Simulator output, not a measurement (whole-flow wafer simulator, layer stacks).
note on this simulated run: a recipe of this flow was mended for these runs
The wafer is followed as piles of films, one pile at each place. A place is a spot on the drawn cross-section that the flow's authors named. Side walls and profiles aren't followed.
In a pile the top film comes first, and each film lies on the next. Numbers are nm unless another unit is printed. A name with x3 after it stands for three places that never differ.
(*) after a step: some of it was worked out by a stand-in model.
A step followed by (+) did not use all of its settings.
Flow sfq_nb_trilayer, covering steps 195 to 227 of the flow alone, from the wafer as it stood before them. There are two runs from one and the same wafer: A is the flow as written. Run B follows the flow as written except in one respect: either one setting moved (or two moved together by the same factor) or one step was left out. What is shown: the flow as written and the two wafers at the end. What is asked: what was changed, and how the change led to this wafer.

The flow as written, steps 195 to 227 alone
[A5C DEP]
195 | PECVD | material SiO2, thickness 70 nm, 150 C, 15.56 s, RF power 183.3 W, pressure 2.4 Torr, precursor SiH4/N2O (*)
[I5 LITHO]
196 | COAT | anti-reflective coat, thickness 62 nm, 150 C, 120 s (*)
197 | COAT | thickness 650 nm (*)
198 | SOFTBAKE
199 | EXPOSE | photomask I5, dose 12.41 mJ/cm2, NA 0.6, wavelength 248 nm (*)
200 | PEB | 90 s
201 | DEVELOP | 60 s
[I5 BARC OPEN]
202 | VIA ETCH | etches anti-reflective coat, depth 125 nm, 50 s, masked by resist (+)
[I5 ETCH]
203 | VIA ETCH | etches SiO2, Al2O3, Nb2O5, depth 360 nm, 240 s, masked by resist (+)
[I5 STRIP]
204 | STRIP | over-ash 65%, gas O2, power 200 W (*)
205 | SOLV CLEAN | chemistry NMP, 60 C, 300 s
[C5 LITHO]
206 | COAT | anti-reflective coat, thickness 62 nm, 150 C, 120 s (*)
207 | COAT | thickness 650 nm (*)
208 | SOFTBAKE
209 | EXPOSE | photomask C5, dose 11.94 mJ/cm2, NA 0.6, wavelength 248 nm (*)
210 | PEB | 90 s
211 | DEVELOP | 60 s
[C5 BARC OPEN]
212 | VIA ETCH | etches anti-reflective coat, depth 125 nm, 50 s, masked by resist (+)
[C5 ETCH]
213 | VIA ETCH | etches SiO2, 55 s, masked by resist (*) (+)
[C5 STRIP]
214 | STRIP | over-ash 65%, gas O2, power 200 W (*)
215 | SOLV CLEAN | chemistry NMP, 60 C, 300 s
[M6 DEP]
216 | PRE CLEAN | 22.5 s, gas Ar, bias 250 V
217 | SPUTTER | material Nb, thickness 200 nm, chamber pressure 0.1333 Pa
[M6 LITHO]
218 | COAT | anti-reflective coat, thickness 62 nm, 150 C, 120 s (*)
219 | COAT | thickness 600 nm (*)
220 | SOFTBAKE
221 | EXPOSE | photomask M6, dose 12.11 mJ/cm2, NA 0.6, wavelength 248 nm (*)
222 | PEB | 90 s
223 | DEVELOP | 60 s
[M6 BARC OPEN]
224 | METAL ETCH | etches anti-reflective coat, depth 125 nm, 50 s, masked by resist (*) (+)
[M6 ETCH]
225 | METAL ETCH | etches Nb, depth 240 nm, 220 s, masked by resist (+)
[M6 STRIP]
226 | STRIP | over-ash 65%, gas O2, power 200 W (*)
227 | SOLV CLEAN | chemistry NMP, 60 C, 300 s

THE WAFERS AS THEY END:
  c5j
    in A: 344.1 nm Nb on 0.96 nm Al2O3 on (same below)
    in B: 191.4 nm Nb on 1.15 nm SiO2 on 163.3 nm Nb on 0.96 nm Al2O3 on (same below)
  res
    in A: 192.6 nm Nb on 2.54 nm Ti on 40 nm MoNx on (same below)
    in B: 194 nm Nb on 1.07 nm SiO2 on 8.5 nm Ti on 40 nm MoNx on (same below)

The reason: step 213, VIA ETCH: 40 s was run, whereas the flow has 55 s.

The path from the change to this, step by step:
  213 | VIA ETCH | etches SiO2, 55 s, masked by resist (*) (+)
      c5j: A SiO2 loses 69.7 (all of it), Nb loses 1.19 | B SiO2 loses 61.1
      res: A SiO2 loses 69.7 (all of it), Ti loses 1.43 | B SiO2 loses 61.1
      (and at 104 other places as well)
  216 | PRE CLEAN | 22.5 s, gas Ar, bias 250 V
      c5j: A Nb loses 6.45 | B SiO2 loses 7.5
      res: A Ti loses 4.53 | B SiO2 loses 7.5
  217 | SPUTTER | material Nb, thickness 200 nm, chamber pressure 0.1333 Pa
      c5j: A Nb gains 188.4 | B Nb gains 191.4 (new film)
  218 | COAT | anti-reflective coat, thickness 62 nm, 150 C, 120 s (*)
      jj_sur: A anti-reflective coat gains 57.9 (new film) | B anti-reflective coat gains 59.1 (new film)
      ce_l: A anti-reflective coat gains 56.7 (new film) | B anti-reflective coat gains 59 (new film)
      (and at 6 other places as well)
  226 | STRIP | over-ash 65%, gas O2, power 200 W (*)
      jj_sur: A KrF-resist-other-grade loses 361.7 (all of it), anti-reflective coat loses 57.9 (all of it) | B KrF-resist-other-grade loses 361.2 (all of it), anti-reflective coat loses 59.1 (all of it)
      ce_l: A KrF-resist-other-grade loses 369.7 (all of it), anti-reflective coat loses 56.7 (all of it) | B KrF-resist-other-grade loses 368.3 (all of it), anti-reflective coat loses 59 (all of it)
      (and at 6 other places as well)
With metal films that touch counted as one body, c5j has 4 bodies (between them, from the top down: SiO2 1.15; Al2O3 0.96; SiO2 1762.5); the flow as written gives 3 bodies (between them, from the top down: Al2O3 0.96; SiO2 1762.5).
With metal films that touch counted as one body, res has 3 bodies (between them, from the top down: SiO2 1.07; SiO2 2090.9); the flow as written gives 2 bodies (between them, from the top down: SiO2 2090.9).
